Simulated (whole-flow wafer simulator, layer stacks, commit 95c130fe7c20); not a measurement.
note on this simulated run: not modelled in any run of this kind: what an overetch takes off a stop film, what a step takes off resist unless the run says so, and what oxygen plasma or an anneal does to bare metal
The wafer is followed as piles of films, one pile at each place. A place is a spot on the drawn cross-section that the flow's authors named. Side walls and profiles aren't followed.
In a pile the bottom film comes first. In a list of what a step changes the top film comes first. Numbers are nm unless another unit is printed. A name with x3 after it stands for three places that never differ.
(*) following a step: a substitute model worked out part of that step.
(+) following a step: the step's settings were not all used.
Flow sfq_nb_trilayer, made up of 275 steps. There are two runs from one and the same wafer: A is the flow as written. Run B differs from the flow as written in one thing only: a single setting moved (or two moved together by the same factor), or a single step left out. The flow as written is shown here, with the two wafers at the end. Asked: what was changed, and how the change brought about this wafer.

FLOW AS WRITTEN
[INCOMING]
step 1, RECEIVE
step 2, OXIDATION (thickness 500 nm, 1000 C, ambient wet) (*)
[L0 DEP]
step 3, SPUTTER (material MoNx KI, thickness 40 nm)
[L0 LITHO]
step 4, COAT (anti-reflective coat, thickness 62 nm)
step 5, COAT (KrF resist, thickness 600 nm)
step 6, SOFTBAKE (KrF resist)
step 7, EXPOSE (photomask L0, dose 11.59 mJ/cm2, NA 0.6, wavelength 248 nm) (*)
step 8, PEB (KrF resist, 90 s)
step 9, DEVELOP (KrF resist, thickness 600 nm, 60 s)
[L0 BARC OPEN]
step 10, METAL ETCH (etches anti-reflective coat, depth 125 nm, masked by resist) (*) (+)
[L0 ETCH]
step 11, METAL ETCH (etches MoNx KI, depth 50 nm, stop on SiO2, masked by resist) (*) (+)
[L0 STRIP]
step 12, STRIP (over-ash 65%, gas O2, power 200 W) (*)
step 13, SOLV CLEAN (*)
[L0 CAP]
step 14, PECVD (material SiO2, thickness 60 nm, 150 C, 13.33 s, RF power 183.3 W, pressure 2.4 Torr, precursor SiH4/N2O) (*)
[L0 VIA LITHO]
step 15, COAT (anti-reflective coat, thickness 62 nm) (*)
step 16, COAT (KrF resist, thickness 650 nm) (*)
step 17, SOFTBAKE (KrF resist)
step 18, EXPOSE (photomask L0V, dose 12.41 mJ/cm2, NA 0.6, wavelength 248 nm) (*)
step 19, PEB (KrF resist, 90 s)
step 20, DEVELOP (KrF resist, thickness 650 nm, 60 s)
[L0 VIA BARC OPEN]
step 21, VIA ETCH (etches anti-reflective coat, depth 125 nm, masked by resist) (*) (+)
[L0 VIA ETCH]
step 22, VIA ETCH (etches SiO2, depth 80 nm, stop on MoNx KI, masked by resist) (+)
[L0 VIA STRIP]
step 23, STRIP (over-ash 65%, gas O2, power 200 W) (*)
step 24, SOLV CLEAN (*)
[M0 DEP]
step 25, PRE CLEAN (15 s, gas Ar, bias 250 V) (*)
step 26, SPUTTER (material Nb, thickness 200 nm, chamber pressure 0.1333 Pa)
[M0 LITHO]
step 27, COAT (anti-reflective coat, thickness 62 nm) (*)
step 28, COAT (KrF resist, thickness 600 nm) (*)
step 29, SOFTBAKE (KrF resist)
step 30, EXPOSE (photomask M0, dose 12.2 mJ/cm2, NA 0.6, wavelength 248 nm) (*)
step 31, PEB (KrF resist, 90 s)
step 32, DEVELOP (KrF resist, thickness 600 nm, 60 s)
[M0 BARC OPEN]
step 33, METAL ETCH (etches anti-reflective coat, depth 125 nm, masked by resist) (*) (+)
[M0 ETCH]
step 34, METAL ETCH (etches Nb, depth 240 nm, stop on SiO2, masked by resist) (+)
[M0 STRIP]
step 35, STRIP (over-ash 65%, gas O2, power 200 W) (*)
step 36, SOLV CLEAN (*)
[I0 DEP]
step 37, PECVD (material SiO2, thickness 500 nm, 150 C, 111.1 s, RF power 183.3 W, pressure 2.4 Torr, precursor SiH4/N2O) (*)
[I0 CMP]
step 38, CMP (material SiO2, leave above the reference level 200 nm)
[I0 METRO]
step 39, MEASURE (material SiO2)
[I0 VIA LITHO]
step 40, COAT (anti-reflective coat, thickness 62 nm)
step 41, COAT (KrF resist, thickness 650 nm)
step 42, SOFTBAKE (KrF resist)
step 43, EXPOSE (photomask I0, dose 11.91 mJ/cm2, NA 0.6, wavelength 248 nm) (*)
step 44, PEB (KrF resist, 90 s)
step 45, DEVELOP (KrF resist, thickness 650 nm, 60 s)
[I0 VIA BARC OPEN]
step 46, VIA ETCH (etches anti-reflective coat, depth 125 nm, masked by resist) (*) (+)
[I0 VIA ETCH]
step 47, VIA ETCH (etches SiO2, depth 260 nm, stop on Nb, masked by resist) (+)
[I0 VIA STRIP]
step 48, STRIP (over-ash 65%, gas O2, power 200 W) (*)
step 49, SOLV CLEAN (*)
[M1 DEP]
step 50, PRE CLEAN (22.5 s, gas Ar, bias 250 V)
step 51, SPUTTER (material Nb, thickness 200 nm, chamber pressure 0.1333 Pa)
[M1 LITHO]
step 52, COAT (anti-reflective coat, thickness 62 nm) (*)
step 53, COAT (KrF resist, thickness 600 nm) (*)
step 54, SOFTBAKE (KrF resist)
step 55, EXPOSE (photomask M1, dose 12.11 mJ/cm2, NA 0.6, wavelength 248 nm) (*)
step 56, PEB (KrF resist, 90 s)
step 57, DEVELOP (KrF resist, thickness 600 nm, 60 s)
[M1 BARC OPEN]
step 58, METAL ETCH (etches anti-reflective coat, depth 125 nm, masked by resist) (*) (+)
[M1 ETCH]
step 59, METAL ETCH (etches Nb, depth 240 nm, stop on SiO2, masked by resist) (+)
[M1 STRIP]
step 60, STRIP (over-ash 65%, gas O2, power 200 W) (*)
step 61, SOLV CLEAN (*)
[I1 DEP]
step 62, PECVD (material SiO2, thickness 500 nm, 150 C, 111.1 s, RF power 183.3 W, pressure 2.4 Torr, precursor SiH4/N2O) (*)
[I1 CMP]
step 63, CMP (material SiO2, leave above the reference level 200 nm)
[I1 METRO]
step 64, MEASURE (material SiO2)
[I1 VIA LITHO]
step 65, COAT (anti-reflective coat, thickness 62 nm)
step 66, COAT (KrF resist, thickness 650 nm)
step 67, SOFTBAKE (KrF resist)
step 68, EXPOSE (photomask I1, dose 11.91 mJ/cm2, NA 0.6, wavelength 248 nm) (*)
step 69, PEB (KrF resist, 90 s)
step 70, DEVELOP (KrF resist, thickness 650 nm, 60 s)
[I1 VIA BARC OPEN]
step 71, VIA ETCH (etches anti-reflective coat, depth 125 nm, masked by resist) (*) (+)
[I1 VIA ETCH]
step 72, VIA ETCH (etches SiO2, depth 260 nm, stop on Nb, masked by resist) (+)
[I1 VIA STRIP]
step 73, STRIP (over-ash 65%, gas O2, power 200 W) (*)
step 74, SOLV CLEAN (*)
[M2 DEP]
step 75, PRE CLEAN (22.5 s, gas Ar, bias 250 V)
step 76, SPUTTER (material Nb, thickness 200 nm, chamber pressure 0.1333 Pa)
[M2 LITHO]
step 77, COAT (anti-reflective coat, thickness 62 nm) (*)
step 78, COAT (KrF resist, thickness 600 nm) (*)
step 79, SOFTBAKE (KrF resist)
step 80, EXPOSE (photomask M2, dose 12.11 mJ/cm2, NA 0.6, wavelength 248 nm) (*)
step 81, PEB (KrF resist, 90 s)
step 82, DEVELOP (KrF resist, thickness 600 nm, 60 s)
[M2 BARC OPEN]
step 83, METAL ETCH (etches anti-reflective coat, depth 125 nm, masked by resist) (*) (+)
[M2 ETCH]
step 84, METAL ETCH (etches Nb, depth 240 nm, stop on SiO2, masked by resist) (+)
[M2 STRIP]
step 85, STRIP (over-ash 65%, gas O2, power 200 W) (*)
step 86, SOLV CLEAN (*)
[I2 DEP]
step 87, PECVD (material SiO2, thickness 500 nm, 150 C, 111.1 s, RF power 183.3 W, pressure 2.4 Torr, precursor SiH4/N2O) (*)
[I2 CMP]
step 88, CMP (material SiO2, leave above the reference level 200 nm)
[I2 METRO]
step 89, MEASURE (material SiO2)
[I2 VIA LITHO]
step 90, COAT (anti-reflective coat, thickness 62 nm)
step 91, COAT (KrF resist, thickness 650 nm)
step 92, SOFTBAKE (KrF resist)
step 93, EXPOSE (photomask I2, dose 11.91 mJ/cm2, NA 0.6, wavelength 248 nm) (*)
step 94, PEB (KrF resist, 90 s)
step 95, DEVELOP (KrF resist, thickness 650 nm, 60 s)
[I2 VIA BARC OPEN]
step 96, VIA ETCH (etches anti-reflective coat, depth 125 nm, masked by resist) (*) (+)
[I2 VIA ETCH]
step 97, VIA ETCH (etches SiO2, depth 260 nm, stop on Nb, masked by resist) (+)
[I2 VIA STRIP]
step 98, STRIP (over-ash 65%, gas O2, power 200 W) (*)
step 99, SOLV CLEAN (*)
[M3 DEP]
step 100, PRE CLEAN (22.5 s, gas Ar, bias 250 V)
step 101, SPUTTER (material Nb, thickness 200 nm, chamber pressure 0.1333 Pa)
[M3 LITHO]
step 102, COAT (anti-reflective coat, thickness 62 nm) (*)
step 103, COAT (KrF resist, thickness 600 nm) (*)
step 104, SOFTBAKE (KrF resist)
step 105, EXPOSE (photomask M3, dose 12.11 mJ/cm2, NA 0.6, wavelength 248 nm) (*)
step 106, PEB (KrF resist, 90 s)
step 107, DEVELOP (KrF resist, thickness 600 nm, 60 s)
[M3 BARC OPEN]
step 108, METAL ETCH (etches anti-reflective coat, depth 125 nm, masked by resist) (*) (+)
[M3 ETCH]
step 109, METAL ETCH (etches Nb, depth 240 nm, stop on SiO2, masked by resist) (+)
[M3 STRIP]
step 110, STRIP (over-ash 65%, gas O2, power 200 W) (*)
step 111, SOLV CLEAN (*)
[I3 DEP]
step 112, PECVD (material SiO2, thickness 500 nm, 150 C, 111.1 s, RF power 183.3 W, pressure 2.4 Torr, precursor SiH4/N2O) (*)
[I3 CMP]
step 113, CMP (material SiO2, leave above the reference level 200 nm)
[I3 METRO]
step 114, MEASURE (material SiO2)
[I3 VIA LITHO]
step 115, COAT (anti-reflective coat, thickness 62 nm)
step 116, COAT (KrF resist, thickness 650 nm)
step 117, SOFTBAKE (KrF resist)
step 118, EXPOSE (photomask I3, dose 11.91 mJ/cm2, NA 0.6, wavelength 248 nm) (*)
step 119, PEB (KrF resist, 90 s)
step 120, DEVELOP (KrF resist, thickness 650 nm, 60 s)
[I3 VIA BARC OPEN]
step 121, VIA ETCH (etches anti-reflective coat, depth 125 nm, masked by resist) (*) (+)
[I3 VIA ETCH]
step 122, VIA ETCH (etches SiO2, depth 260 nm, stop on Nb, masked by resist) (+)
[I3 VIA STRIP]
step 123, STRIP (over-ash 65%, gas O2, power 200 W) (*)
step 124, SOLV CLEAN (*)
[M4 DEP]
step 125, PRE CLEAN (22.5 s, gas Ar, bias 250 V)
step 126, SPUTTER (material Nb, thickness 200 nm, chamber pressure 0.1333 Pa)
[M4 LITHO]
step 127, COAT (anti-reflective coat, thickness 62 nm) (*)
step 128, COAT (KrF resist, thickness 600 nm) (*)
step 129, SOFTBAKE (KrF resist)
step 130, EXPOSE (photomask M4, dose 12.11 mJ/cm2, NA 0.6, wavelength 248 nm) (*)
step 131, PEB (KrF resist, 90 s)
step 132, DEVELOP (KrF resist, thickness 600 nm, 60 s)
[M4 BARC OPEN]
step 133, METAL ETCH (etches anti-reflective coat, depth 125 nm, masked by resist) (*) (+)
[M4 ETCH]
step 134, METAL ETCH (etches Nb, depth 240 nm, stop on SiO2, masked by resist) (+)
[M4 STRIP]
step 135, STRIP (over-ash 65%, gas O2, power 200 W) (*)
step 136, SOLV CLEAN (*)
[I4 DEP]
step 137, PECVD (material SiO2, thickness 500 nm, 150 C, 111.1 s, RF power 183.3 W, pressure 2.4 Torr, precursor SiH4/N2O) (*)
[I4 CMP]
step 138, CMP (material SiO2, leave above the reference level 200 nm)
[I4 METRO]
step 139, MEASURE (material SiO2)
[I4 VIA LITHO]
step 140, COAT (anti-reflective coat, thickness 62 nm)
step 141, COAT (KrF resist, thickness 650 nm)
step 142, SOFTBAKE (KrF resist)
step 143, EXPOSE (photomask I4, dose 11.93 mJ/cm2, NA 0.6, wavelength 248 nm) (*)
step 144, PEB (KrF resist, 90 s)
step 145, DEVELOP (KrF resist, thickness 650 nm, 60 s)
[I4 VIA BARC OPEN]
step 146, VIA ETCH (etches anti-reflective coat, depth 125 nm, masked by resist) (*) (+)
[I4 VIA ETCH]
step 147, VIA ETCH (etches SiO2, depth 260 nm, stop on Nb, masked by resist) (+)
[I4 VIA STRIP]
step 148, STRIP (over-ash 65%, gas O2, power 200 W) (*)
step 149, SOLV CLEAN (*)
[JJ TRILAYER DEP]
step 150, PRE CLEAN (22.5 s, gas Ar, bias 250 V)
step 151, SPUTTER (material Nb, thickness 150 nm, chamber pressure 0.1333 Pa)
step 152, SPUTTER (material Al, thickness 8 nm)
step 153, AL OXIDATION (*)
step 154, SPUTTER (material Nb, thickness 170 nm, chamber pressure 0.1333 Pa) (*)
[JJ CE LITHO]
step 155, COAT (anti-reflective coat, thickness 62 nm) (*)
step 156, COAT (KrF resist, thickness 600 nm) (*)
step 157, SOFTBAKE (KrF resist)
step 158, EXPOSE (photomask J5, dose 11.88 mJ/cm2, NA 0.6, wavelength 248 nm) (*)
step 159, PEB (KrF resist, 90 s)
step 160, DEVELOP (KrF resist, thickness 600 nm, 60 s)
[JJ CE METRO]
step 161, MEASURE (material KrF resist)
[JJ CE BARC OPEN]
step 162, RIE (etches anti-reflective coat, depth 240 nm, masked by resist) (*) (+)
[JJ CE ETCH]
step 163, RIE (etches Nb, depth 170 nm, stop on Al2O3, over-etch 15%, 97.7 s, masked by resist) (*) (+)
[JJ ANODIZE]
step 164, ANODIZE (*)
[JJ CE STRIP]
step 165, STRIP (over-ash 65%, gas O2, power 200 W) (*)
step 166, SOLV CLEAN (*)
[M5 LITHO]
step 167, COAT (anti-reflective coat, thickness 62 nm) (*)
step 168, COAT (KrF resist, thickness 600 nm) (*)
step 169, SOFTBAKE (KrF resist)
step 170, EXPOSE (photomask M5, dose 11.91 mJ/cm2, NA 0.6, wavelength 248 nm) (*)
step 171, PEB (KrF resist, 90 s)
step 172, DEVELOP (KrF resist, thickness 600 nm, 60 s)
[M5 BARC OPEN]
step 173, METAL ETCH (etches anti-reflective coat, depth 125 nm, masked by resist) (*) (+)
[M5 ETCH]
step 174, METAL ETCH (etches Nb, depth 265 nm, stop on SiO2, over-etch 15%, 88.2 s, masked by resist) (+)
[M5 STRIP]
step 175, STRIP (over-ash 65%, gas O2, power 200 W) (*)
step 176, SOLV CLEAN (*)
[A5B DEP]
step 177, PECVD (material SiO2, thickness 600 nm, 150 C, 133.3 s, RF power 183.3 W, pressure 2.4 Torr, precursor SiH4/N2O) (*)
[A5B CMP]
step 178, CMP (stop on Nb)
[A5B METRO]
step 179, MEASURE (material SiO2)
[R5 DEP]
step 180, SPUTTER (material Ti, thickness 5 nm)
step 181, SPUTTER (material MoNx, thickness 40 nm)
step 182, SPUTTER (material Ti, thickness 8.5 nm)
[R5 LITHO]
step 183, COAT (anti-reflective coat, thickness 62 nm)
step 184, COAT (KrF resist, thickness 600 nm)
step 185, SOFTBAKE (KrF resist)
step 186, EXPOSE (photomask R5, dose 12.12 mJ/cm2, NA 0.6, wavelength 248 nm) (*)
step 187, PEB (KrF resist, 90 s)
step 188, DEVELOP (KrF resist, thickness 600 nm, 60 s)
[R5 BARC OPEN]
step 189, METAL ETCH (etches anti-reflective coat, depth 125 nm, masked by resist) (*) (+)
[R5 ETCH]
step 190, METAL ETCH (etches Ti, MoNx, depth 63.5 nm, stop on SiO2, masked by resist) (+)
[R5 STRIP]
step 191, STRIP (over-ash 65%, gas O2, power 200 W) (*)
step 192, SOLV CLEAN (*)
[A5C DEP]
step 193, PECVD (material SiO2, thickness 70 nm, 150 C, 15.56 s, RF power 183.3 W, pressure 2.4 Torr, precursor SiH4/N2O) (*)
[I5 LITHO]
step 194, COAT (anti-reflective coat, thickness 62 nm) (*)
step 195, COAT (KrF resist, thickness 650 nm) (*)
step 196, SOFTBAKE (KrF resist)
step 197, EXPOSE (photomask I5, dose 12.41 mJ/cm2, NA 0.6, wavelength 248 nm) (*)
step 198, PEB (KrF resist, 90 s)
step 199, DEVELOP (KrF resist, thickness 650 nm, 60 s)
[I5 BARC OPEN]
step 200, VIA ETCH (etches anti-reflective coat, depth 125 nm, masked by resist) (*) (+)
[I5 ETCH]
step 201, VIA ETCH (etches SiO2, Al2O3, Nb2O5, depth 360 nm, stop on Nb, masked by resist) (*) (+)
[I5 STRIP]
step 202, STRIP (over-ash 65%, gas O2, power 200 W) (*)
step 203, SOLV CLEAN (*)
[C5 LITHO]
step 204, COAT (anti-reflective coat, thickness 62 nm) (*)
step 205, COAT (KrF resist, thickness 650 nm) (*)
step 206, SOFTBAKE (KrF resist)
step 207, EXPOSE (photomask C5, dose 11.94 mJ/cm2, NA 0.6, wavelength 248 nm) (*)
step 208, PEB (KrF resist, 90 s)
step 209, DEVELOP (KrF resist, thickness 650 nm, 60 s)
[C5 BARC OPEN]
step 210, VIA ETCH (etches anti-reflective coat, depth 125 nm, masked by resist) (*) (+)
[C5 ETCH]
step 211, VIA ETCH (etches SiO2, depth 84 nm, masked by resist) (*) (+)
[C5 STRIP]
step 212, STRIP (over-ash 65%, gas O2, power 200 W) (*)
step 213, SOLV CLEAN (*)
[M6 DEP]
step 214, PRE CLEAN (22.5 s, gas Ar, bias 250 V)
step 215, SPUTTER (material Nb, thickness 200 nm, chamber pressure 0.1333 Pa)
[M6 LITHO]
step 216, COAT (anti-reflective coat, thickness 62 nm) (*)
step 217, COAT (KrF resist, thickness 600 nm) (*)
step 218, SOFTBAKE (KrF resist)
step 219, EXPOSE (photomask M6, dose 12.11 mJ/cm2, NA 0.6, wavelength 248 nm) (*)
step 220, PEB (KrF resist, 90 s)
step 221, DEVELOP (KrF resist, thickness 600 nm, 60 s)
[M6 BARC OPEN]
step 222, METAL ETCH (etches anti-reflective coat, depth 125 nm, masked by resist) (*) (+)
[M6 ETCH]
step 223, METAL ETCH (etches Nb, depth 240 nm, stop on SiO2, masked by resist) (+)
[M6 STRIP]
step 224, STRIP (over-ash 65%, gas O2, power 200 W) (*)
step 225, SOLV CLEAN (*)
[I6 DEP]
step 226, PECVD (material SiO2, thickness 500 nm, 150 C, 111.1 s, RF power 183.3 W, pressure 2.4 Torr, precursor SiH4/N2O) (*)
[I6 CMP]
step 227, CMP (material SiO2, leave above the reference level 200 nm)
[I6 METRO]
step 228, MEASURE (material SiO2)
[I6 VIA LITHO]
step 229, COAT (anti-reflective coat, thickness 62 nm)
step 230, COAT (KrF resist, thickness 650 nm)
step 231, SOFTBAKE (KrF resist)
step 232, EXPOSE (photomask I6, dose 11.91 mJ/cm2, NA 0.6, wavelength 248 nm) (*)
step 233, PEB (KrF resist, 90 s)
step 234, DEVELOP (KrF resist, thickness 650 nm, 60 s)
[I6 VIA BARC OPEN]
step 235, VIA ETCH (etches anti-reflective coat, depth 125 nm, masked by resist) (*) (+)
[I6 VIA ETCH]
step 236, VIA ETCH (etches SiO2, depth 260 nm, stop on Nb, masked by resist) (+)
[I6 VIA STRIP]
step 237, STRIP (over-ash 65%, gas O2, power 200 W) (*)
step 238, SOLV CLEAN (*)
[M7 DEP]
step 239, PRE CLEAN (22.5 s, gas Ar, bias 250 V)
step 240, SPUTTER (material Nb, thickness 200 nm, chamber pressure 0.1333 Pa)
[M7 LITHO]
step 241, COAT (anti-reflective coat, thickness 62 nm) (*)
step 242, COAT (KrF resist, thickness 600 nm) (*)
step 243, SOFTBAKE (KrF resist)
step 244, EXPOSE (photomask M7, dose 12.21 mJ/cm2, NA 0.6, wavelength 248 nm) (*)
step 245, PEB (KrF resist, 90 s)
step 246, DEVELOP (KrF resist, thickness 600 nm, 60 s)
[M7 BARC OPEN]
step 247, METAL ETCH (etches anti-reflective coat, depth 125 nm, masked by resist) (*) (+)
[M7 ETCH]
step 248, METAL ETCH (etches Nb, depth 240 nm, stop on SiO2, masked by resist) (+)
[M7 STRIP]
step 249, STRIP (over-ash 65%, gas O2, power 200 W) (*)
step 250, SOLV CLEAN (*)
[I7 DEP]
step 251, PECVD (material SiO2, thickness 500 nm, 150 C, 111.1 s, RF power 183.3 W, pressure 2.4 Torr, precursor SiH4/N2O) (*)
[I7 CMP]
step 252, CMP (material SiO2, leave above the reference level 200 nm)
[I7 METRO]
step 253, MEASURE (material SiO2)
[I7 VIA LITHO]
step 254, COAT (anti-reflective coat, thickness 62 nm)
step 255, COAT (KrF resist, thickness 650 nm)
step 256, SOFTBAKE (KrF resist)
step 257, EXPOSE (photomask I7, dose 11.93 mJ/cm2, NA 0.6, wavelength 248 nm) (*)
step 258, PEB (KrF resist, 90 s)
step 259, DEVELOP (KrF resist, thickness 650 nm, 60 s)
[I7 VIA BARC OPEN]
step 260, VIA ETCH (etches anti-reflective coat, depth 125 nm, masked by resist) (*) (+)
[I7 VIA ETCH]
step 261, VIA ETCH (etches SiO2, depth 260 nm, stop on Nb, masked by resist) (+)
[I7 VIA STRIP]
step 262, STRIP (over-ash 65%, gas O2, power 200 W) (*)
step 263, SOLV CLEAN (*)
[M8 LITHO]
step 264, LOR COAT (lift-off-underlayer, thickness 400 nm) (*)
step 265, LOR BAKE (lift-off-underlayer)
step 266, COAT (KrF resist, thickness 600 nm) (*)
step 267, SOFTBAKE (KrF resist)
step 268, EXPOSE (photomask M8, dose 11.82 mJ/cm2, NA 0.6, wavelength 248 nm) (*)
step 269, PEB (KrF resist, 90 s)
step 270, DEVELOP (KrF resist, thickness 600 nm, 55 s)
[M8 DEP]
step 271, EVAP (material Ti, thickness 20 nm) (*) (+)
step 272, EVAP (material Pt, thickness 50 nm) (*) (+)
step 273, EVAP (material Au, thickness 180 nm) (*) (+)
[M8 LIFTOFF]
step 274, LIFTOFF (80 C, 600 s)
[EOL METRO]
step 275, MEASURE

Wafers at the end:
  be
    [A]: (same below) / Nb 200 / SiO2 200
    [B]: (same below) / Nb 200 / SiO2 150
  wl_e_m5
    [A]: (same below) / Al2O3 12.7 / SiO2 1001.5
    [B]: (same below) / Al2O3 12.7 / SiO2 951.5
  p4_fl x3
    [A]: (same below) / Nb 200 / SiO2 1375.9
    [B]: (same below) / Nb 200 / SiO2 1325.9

What caused this: step 252, CMP: leave above the reference level 150 nm was run, whereas the flow has leave above the reference level 200 nm.
The wafer itself shows it: be has SiO2 150, and step 252 as written asks for 200 nm.

How this came from the change, step by step:
  step 252, CMP (material SiO2, leave above the reference level 200 nm)
      field_l, p4_fl x3, p4_w1 x9 and 46 more: A -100 SiO2 | B -150 SiO2
      v_sur, via_wl, via_w and 37 more: A -300 SiO2 | B -350 SiO2
      (also at 7 further places)
  step 261, VIA ETCH (etches SiO2, depth 260 nm, stop on Nb, masked by resist) (+)
      field_l, v_sur, via_sp and 100 more: A -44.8 KrF resist | B -38.8 KrF resist
      via_wl, via_w, via_wr: A -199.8 SiO2 (all of it) | B -149.8 SiO2 (all of it)
  step 264, LOR COAT (lift-off-underlayer, thickness 400 nm) (*)
      via_wl, via_wr: A +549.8 lift-off-underlayer (new film) | B +512.3 lift-off-underlayer (new film)
      v_sur: A +369.4 lift-off-underlayer (new film) | B +377.1 lift-off-underlayer (new film)
      (also at 1 further place)
  step 270, DEVELOP (KrF resist, thickness 600 nm, 55 s)
      v_sur: A -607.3 KrF resist (all of it), -369.4 lift-off-underlayer (all of it) | B -605.2 KrF resist (all of it), -377.1 lift-off-underlayer (all of it)
      via_wl: A -623.9 KrF resist (all of it), -549.8 lift-off-underlayer (all of it) | B -617.6 KrF resist (all of it), -512.3 lift-off-underlayer (all of it)
      (also at 2 further places)
